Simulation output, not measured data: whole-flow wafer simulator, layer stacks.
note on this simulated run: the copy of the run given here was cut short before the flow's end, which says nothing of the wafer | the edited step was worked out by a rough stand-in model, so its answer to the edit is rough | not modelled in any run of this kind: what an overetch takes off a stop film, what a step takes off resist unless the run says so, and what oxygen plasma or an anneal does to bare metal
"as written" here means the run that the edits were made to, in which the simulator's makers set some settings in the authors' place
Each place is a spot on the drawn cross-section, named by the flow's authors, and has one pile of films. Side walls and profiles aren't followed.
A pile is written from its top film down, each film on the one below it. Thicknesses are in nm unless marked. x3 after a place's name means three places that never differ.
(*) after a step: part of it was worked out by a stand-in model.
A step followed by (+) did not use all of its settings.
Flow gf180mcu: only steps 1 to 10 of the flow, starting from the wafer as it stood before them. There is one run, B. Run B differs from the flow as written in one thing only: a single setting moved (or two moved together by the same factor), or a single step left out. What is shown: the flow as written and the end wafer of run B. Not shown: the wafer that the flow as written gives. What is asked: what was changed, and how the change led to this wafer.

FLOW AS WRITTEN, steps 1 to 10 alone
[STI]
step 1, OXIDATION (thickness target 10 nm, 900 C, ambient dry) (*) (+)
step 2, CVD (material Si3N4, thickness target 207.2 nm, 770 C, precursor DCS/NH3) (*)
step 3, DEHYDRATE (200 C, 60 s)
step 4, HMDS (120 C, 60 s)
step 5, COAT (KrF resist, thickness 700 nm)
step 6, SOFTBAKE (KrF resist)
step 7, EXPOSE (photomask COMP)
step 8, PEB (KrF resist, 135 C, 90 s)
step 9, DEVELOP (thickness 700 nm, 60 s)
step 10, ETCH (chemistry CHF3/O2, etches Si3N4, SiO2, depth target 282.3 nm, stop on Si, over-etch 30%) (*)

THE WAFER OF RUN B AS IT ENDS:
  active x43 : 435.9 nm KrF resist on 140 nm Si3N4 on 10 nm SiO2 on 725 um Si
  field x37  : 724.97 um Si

What caused this: step 2, CVD: 746 C was run, though the flow has 770 C.

The path from the change to this, step by step:
  step 2, CVD (material Si3N4, thickness target 207.2 nm, 770 C, precursor DCS/NH3) (*)
      field x37, active x43: +140 Si3N4 (new film) (as written it would have been: +207.2 Si3N4 (new film))
  step 10, ETCH (chemistry CHF3/O2, etches Si3N4, SiO2, depth target 282.3 nm, stop on Si, over-etch 30%) (*)
      field x37: -140 Si3N4 (all of it), -10 SiO2 (all of it), -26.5 Si (as written it would have been: -207.2 Si3N4 (all of it), -10 SiO2 (all of it), -13 Si)
